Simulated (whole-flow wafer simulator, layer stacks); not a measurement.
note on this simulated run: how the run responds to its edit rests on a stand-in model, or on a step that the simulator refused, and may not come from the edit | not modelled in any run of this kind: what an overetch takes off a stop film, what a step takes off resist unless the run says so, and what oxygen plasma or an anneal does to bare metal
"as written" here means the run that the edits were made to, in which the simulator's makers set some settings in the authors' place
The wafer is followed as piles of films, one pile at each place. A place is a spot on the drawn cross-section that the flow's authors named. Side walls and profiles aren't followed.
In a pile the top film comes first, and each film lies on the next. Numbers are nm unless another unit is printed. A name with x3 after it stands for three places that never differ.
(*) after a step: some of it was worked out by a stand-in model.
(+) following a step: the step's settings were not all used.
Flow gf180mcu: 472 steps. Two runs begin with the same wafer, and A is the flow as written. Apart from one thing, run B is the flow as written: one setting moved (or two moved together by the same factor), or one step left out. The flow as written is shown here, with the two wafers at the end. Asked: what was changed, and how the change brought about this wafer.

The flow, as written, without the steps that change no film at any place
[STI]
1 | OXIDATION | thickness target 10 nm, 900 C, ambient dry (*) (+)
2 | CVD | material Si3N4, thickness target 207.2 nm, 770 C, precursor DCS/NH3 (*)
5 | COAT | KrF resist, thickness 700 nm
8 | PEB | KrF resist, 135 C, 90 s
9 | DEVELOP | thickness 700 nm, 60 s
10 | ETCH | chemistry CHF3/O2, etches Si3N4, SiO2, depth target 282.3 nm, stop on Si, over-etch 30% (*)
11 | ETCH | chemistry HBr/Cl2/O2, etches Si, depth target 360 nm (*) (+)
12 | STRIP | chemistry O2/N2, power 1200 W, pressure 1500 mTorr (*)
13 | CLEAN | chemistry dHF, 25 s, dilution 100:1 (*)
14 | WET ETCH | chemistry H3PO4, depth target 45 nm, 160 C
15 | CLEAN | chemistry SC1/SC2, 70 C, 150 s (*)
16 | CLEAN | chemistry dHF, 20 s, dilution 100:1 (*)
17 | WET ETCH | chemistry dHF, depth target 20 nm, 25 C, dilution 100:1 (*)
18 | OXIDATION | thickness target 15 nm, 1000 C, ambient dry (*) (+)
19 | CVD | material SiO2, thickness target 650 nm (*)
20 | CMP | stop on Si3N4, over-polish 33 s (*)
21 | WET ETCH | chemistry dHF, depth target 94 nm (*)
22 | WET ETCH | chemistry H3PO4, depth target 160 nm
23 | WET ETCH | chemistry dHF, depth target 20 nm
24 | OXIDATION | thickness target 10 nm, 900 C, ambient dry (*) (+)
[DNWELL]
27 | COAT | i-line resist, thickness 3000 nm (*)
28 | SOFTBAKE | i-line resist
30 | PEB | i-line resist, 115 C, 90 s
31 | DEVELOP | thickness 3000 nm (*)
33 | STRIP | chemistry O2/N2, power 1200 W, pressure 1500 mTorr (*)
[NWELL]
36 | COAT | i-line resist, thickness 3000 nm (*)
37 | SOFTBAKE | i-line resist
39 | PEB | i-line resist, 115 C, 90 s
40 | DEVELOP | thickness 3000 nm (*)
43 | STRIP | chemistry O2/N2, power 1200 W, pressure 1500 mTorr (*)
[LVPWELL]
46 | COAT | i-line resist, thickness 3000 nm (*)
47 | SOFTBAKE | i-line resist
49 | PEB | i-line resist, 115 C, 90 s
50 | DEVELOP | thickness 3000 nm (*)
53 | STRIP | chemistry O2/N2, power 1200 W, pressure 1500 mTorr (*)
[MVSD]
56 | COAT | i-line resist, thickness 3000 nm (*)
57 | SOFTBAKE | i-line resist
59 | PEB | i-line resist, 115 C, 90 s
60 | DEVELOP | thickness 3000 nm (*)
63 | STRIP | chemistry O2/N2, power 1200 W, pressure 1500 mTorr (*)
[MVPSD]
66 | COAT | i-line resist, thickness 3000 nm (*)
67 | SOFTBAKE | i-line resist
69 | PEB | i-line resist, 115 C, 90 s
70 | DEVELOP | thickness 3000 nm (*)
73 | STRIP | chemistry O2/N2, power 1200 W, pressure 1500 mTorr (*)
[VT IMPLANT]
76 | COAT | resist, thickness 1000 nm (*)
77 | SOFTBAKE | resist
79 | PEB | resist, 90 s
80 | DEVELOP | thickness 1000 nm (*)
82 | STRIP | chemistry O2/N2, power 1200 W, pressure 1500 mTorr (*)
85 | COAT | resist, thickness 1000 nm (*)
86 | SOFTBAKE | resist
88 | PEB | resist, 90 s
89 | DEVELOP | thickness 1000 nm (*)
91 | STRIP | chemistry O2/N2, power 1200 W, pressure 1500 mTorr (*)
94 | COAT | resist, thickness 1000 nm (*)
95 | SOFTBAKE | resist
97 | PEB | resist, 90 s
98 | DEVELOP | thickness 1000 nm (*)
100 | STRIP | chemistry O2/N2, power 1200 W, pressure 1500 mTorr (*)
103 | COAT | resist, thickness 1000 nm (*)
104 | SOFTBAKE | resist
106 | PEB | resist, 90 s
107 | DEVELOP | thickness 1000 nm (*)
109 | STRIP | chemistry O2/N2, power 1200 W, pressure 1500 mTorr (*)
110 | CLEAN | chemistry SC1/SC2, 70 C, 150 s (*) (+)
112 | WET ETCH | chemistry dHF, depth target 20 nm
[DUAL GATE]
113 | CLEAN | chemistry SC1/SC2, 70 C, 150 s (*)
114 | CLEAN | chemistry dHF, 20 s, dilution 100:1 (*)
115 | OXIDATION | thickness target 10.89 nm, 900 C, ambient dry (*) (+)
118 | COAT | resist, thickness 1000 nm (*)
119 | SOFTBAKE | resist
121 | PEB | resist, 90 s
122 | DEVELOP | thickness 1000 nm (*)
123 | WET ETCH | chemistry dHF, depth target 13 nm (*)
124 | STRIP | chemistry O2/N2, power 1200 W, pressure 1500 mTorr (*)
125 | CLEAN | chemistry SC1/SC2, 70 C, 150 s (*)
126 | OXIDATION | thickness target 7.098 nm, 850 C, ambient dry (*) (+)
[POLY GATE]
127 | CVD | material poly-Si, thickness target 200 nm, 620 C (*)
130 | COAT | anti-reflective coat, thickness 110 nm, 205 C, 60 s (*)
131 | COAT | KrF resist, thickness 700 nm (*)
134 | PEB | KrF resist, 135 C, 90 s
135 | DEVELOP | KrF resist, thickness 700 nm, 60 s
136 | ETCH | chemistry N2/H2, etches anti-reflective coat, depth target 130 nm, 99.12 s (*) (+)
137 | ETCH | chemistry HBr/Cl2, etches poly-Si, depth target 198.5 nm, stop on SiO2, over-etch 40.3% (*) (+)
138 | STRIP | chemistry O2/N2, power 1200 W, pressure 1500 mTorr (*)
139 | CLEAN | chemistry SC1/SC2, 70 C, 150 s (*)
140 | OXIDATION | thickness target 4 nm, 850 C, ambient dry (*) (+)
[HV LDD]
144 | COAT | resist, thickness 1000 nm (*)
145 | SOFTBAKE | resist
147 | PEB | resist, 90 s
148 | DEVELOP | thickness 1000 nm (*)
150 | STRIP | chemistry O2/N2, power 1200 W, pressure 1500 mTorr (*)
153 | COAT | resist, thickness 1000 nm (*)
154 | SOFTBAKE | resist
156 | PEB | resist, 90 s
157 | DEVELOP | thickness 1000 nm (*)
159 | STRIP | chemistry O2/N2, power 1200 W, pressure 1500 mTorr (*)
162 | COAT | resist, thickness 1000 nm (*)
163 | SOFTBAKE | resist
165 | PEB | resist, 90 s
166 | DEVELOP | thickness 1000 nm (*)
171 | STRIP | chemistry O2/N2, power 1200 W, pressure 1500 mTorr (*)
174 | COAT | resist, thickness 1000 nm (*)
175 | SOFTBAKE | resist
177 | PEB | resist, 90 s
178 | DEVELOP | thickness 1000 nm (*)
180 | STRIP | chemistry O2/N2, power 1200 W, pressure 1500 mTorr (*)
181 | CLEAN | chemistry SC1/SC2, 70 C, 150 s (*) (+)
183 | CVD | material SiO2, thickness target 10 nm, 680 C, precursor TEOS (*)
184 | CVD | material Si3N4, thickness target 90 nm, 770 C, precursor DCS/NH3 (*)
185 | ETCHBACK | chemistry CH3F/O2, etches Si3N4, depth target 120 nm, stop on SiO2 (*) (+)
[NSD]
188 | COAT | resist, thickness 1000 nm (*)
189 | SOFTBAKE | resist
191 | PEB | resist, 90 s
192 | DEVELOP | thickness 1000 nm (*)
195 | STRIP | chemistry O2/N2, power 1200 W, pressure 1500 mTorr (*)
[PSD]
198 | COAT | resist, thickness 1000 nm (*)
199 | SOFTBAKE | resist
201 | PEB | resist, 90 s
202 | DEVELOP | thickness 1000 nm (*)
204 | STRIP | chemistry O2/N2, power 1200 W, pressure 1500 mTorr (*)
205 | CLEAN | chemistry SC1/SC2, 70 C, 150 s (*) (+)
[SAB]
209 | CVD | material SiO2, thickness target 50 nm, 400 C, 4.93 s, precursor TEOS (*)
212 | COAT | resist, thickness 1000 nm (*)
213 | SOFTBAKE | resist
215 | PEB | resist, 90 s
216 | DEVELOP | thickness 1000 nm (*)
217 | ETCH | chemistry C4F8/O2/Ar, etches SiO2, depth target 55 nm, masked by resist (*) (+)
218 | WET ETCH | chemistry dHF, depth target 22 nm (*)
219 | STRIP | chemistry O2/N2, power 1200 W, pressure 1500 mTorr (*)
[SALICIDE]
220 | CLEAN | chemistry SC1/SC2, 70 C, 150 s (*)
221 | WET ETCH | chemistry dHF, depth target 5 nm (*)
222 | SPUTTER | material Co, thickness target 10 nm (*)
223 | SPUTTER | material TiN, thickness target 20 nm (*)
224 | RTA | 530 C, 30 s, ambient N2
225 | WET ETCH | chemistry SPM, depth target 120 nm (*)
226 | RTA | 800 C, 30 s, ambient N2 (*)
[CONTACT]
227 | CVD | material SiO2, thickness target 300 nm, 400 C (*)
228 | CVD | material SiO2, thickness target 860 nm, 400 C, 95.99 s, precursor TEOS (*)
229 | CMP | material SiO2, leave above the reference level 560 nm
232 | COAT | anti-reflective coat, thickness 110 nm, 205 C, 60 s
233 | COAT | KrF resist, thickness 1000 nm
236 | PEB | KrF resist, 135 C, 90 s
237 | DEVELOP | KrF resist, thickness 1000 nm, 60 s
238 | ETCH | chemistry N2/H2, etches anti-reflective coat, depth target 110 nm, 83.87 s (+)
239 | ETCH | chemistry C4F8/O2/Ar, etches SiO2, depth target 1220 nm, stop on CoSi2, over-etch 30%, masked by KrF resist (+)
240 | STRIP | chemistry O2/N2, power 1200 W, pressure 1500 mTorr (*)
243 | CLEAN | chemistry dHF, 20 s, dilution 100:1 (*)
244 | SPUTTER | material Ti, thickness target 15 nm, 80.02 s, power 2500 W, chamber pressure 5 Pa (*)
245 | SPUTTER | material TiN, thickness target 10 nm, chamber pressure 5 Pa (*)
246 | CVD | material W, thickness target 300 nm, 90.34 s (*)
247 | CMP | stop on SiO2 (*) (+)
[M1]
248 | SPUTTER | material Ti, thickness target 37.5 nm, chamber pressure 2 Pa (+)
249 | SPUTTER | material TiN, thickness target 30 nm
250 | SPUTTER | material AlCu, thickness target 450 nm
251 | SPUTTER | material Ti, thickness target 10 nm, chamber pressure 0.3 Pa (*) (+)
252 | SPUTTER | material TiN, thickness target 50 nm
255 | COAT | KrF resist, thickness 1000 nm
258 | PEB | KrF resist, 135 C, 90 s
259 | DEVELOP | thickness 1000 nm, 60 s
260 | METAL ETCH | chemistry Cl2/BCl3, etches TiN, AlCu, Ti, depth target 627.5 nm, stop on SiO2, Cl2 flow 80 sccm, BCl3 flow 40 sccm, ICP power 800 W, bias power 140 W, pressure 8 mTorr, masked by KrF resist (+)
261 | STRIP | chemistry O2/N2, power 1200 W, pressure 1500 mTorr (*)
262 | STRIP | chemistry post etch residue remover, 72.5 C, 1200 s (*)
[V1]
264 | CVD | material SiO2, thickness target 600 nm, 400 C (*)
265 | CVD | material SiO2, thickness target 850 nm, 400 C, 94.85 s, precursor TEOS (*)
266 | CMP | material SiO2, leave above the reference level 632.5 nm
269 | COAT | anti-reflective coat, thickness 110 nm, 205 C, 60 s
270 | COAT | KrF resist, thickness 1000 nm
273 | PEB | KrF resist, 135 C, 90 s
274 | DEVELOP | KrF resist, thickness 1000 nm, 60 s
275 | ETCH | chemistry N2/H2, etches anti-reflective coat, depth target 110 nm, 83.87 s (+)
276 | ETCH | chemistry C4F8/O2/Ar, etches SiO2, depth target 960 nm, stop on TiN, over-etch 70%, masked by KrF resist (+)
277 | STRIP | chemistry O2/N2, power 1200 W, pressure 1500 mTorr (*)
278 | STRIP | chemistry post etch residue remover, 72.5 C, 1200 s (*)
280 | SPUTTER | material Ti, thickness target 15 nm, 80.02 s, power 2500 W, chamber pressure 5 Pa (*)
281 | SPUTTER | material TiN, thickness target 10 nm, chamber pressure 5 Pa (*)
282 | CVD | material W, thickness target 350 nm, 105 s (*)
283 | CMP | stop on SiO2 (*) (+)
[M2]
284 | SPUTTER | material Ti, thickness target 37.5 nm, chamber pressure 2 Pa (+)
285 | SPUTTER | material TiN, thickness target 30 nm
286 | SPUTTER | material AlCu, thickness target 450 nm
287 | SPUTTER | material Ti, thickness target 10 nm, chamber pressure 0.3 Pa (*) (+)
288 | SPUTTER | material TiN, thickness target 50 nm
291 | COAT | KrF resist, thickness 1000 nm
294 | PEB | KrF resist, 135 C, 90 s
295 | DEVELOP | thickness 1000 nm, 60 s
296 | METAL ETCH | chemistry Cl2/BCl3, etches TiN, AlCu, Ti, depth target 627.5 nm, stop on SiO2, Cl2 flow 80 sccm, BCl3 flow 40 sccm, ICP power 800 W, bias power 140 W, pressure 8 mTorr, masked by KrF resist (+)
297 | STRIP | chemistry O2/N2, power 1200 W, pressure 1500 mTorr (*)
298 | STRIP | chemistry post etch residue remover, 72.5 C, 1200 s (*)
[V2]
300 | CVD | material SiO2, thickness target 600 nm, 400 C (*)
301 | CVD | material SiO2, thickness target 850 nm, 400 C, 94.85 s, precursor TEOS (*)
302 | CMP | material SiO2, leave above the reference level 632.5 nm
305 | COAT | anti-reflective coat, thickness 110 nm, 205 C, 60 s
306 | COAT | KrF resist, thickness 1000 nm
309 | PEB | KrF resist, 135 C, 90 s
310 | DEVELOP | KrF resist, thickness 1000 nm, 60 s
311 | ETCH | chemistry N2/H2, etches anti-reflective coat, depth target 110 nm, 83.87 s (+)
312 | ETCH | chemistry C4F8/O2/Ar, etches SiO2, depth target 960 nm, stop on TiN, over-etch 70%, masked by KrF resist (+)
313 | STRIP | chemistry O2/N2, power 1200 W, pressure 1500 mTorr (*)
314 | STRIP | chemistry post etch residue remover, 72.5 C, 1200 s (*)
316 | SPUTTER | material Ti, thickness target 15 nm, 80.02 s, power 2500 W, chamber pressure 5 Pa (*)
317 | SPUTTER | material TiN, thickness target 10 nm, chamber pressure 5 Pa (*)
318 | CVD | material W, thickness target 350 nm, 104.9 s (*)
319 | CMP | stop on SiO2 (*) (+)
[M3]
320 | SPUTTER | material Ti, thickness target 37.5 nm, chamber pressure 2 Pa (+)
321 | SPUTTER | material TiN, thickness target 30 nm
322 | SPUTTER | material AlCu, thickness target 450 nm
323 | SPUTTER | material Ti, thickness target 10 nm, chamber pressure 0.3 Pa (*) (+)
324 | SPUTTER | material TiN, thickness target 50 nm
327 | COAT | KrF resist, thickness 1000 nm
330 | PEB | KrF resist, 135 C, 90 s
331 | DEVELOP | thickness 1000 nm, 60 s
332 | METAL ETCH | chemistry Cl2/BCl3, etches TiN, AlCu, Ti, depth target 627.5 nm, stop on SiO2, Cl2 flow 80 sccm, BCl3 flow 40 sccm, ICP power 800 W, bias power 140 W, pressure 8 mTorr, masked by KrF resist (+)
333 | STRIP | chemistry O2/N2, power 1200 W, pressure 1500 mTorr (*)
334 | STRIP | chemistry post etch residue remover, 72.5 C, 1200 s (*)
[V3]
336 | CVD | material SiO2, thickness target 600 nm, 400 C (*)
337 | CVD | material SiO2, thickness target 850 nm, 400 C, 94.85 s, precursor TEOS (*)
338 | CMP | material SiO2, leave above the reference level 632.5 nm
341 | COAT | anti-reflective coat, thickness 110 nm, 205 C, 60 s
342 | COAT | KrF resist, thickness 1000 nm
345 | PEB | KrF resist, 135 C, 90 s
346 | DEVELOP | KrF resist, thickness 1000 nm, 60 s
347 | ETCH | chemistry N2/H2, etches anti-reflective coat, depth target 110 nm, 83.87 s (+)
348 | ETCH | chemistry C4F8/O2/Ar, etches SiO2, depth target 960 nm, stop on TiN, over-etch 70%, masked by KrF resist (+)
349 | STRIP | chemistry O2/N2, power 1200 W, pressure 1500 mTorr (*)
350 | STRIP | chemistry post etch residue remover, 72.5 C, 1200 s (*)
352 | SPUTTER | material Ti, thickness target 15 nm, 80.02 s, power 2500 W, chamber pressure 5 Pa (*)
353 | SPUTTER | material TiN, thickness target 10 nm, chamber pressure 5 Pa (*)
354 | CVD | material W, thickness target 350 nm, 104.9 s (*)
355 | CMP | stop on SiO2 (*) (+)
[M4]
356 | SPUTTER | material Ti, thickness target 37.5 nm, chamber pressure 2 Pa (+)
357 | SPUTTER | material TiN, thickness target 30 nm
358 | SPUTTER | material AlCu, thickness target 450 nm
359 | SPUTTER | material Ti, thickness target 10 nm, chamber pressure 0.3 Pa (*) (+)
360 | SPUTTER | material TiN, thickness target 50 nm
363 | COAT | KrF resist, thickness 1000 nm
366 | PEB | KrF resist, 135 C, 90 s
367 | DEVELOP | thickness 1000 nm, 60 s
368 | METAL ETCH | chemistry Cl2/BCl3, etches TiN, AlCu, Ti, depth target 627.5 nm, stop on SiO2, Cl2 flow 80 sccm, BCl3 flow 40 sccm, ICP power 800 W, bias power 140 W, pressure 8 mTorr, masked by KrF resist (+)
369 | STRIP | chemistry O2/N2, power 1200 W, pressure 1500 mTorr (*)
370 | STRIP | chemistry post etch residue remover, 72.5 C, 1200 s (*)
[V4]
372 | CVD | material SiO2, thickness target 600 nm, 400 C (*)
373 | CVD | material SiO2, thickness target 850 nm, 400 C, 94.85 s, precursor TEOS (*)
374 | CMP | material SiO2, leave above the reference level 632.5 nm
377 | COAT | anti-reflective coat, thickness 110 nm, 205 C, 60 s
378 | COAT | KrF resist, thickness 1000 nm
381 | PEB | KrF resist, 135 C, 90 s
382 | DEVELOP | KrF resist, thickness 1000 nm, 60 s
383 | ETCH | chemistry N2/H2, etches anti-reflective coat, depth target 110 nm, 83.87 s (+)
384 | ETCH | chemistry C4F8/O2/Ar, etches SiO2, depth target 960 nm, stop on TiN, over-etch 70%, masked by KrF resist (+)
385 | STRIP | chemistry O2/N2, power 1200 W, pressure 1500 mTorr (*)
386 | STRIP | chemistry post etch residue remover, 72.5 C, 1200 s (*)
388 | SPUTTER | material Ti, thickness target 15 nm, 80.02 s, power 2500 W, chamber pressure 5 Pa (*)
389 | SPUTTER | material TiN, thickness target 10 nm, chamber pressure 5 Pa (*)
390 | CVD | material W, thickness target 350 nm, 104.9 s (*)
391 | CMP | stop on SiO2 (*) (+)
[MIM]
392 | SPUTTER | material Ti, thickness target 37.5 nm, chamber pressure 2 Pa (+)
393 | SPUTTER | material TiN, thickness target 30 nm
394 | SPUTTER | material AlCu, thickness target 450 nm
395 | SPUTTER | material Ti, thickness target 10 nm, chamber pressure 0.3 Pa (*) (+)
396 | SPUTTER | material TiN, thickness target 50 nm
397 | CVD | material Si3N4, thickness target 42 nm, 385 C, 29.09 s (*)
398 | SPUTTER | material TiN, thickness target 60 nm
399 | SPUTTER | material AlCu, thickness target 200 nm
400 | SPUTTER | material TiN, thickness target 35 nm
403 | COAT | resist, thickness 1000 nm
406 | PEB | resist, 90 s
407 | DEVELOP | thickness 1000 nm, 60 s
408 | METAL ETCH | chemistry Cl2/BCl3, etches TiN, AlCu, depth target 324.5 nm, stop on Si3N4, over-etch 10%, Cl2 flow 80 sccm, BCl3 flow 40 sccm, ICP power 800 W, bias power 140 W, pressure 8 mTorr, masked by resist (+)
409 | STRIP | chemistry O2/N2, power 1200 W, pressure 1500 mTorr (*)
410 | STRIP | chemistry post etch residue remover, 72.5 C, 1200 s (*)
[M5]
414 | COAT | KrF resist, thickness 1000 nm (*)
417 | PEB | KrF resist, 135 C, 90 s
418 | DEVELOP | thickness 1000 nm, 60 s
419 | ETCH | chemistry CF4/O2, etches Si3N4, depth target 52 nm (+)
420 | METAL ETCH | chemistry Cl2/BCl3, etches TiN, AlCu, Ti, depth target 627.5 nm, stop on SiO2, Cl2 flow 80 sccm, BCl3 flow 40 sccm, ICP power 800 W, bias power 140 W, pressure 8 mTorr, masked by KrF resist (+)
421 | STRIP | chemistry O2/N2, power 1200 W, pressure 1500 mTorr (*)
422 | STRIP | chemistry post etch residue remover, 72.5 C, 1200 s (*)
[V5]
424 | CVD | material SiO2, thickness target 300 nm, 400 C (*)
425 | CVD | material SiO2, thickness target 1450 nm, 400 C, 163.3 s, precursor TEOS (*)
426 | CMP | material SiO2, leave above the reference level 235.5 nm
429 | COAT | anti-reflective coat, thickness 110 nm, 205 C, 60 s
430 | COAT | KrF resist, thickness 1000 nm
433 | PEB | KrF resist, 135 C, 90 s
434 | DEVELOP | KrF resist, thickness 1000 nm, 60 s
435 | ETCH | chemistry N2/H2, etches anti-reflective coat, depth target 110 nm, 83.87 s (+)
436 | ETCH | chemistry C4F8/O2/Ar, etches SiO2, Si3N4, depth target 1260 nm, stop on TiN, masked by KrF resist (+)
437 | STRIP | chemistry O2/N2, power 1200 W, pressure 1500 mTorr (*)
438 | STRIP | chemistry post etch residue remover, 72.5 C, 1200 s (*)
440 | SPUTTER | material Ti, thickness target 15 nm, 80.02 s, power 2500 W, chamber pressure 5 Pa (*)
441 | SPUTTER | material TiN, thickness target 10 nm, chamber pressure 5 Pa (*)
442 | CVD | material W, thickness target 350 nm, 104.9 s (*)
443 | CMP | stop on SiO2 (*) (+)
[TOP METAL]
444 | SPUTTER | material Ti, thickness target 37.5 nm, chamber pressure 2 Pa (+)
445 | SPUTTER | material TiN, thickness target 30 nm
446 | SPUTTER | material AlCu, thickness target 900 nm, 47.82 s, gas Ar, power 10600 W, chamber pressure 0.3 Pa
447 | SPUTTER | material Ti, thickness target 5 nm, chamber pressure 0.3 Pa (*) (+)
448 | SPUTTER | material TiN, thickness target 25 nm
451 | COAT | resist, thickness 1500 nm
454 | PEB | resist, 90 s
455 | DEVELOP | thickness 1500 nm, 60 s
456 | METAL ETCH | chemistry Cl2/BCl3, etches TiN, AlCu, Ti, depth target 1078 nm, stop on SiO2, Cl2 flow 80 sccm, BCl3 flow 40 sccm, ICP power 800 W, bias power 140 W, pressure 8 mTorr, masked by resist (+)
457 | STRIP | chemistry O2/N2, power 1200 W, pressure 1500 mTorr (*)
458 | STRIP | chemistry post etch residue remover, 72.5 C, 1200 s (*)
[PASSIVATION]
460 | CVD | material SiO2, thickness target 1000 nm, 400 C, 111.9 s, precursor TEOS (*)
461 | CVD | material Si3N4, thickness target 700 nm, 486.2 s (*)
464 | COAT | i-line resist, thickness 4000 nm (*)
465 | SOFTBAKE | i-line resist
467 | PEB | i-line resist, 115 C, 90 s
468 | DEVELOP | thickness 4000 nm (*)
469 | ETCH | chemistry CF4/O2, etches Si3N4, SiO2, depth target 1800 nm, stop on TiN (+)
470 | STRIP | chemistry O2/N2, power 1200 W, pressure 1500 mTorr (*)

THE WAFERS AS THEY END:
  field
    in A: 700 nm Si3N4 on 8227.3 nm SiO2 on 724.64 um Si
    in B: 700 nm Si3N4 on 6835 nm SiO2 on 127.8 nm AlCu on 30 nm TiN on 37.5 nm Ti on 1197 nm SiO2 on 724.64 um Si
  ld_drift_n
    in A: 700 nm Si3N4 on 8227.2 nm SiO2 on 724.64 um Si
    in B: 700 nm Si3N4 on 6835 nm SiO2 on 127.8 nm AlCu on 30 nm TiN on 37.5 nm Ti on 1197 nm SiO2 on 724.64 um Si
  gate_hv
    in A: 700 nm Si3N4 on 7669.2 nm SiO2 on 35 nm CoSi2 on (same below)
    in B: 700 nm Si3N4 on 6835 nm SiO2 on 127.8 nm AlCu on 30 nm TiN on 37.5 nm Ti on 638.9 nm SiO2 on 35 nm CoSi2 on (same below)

The reason: step 260, METAL ETCH: depth target 376.5 nm was run, while the flow as written has depth target 627.5 nm.

Step by step, how the change led to this:
  260 | METAL ETCH | chemistry Cl2/BCl3, etches TiN, AlCu, Ti, depth target 627.5 nm, stop on SiO2, Cl2 flow 80 sccm, BCl3 flow 40 sccm, ICP power 800 W, bias power 140 W, pressure 8 mTorr, masked by KrF resist (+)
      field, field__w1, field__w2 and 99 more: A TiN loses 50 (all of it), Ti loses 10 (all of it), AlCu loses 450 (all of it), TiN loses 30 (all of it), Ti loses 37.5 (all of it) | B TiN loses 50 (all of it), Ti loses 10 (all of it), AlCu loses 316.5
      field__w8, contact, m1 and 6 more: A KrF resist loses 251 | B KrF resist loses 150.6
  261 | STRIP | chemistry O2/N2, power 1200 W, pressure 1500 mTorr (*)
      field__w8, contact, m1 and 6 more: A KrF resist loses 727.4 (all of it) | B KrF resist loses 827.8 (all of it)
  262 | STRIP | chemistry post etch residue remover, 72.5 C, 1200 s (*)
      field, field__w1, field__w2 and 99 more: A nothing | B AlCu loses 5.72
  264 | CVD | material SiO2, thickness target 600 nm, 400 C (*)
      field, field__w1, field__w2 and 99 more: A SiO2 gains 600 | B SiO2 gains 600 (new film)
  266 | CMP | material SiO2, leave above the reference level 632.5 nm
      field, field__w1, field__w2 and 99 more: A SiO2 loses 300 | B SiO2 loses 495.3
With metal films that touch counted as one body, field has 1 body; the flow as written gives 0 bodies.
With metal films that touch counted as one body, ld_drift_n has 1 body; the flow as written gives 0 bodies.
With metal films that touch counted as one body, gate_hv has 2 bodies (between them, from the top down: SiO2 638.9); the flow as written gives 1 body.
